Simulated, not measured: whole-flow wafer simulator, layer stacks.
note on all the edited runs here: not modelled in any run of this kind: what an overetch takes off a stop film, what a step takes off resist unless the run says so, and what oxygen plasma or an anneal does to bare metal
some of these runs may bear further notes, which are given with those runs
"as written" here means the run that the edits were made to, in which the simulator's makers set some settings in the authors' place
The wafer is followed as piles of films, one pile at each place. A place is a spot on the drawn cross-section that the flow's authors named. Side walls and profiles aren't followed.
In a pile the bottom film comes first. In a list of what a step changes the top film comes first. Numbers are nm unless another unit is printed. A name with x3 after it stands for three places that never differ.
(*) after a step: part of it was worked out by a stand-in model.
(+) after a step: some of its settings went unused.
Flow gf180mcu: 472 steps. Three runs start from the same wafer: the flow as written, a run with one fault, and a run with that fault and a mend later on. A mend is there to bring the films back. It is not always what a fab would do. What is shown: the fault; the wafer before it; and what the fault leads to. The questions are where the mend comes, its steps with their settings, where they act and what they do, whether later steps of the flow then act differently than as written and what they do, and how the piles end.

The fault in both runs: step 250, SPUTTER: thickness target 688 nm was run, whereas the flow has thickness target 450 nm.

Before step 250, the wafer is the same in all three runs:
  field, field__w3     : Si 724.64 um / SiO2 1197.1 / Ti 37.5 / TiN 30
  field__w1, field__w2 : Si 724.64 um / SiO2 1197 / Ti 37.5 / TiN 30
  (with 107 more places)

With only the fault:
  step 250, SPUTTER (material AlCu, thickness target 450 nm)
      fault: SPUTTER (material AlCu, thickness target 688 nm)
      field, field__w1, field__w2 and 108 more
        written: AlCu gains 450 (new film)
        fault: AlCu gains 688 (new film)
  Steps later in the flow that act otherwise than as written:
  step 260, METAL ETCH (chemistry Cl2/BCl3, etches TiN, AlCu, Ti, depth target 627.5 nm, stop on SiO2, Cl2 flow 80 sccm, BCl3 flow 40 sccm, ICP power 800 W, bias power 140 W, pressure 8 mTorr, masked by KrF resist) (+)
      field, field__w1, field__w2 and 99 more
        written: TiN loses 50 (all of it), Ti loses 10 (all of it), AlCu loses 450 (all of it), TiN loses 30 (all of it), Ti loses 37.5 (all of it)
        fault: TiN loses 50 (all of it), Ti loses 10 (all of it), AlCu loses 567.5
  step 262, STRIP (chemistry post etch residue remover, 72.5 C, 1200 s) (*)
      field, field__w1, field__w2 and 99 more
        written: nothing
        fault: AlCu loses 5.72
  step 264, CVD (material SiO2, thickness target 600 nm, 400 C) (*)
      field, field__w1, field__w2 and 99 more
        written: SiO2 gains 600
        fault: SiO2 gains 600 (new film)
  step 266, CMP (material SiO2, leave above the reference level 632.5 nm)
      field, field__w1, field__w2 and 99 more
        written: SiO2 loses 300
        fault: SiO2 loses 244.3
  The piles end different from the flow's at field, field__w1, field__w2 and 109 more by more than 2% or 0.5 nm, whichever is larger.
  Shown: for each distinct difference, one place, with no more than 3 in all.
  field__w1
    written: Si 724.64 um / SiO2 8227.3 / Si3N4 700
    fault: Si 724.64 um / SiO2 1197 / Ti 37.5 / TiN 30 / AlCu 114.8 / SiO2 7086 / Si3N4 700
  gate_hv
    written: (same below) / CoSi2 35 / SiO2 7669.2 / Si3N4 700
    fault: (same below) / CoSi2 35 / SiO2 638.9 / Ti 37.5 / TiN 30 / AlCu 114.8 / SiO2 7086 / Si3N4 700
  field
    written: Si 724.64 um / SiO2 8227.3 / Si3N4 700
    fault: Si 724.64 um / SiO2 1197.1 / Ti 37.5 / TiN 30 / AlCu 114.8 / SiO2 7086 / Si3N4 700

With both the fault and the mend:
  After step 250 comes the mend.
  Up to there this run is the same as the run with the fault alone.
  step 250a, METAL ETCH (chemistry Cl2/BCl3, etches TiN, AlCu, Ti, depth target 238 nm, Cl2 flow 80 sccm, BCl3 flow 40 sccm, ICP power 800 W, bias power 140 W, pressure 8 mTorr)
      field, field__w1, field__w2 and 108 more
        AlCu loses 238
  None of the later steps of the flow acts differently than as written at any place that is followed.
  By the end, the piles equal the flow's at every place that both follow.
